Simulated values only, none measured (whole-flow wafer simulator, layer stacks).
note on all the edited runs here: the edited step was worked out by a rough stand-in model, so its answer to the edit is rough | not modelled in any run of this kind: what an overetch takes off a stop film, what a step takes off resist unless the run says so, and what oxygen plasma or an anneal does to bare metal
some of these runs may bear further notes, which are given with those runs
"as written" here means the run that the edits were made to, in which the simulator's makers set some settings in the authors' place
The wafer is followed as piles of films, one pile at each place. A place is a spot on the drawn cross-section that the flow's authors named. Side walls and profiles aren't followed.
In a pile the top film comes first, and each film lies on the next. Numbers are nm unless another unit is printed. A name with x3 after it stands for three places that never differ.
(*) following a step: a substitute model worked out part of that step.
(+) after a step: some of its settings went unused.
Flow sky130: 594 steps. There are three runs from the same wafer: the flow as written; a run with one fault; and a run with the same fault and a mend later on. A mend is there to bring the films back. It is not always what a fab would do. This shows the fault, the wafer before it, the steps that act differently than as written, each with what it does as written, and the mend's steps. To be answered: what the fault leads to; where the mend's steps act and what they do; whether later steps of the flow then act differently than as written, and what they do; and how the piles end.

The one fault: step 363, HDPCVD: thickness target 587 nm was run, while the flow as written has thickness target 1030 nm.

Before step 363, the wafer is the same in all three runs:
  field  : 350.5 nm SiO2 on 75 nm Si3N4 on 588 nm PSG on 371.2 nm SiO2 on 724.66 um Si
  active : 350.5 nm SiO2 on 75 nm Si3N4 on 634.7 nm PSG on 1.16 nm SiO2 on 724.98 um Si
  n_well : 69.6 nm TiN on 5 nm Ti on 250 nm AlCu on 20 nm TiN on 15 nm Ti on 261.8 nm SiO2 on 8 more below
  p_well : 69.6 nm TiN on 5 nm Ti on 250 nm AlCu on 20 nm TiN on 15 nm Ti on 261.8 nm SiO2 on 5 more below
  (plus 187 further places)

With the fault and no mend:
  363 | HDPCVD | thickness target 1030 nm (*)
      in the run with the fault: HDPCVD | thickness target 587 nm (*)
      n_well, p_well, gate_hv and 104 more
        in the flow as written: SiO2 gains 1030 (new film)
        in the run with the fault: SiO2 gains 587 (new film)
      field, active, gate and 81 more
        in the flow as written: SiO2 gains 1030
        in the run with the fault: SiO2 gains 587
  Steps further on in the flow that do not act as written (26 other steps are not shown; they differ only slightly, by no more than 2% or 0.5 nm, whichever is larger):
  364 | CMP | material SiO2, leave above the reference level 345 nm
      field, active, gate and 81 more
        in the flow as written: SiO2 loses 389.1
        in the run with the fault: nothing
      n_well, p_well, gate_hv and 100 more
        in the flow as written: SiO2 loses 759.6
        in the run with the fault: SiO2 loses 316.6
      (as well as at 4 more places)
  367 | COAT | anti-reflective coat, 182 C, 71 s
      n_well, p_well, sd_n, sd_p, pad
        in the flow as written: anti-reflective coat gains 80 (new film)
        in the run with the fault: anti-reflective coat gains 26.3 (new film)
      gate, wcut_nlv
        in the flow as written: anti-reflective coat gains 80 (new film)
        in the run with the fault: anti-reflective coat gains 81.7 (new film)
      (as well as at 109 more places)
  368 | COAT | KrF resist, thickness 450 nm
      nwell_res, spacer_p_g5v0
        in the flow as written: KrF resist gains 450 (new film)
        in the run with the fault: KrF resist gains 439 (new film)
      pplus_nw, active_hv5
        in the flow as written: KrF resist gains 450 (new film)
        in the run with the fault: KrF resist gains 437.4 (new film)
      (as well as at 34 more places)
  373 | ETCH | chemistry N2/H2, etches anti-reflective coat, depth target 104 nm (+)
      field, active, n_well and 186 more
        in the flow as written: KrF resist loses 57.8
        in the run with the fault: KrF resist loses 29.9
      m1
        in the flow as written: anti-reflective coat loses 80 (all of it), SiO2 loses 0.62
        in the run with the fault: anti-reflective coat loses 48.3 (all of it), SiO2 loses 0.14
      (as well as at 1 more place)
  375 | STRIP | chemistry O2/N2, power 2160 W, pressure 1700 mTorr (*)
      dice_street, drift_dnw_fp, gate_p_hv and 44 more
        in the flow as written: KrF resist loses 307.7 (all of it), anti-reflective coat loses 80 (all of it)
        in the run with the fault: KrF resist loses 335.5 (all of it), anti-reflective coat loses 80 (all of it)
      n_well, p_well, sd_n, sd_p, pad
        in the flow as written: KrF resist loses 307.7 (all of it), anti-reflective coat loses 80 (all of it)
        in the run with the fault: KrF resist loses 338.1 (all of it), anti-reflective coat loses 26.3 (all of it)
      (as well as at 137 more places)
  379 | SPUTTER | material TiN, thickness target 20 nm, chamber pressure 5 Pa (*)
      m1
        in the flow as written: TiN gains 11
        in the run with the fault: TiN gains 12
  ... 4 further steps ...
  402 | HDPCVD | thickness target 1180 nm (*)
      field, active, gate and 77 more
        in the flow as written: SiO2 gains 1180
        in the run with the fault: SiO2 gains 1180 (new film)
  The piles end different from the flow's at field, active, gate and 83 more by more than 2% or 0.5 nm, whichever is larger.
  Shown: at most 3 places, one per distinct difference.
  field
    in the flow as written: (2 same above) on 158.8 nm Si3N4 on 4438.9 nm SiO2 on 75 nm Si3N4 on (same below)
    in the run with the fault: (2 same above) on 158.8 nm Si3N4 on 3458.7 nm SiO2 on 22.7 nm W on 20 nm TiN on 937.5 nm SiO2 on 75 nm Si3N4 on (same below)
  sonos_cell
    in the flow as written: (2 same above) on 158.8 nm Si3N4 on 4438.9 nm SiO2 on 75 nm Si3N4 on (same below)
    in the run with the fault: (2 same above) on 158.8 nm Si3N4 on 3458.7 nm SiO2 on 22.8 nm W on 20 nm TiN on 937.5 nm SiO2 on 75 nm Si3N4 on (same below)
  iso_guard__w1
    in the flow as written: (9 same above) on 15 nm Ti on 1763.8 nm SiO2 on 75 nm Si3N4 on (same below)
    in the run with the fault: (9 same above) on 15 nm Ti on 783.6 nm SiO2 on 22.8 nm W on 20 nm TiN on 937.5 nm SiO2 on 75 nm Si3N4 on (same below)

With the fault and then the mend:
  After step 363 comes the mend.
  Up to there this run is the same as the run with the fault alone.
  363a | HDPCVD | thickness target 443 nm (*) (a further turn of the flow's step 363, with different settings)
      field, active, n_well and 188 more
        SiO2 gains 443
  None of the later steps of the flow acts differently than as written at any place that is followed.
  The piles end the same as the flow's at every place that both follow.
